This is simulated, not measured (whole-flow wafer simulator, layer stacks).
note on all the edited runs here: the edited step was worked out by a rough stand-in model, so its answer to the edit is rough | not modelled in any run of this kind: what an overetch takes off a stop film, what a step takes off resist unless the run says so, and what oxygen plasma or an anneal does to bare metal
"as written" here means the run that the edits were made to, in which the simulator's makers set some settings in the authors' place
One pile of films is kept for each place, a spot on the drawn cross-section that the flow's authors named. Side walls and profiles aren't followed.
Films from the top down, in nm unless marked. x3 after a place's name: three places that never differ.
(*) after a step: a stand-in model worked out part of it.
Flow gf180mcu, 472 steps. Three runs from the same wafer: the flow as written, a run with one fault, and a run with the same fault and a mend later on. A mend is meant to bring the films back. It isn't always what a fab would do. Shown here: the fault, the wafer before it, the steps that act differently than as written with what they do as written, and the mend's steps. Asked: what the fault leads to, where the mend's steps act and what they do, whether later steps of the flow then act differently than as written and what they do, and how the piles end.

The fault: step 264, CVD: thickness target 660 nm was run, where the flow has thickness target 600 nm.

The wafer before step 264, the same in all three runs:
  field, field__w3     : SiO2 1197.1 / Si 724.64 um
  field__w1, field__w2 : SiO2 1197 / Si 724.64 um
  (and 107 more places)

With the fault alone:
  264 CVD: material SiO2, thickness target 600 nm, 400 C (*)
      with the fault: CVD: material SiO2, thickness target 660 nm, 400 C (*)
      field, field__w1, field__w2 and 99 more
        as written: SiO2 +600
        with the fault: SiO2 +660
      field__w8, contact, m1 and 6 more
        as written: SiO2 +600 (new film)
        with the fault: SiO2 +660 (new film)
  Later steps of the flow that act differently than as written:
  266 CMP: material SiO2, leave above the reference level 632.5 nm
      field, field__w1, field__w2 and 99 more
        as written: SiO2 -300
        with the fault: SiO2 -360
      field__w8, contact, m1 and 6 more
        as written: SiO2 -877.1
        with the fault: SiO2 -937.1
  At the end the piles are the same as the flow's at every place that both follow.

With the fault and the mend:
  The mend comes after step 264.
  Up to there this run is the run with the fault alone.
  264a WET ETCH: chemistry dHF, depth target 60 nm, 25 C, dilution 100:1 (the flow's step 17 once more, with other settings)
      field, field__w1, field__w2 and 108 more
        SiO2 -60
  No later step of the flow acts differently than as written at any place that is followed.
  At the end the piles are the same as the flow's at every place that both follow.
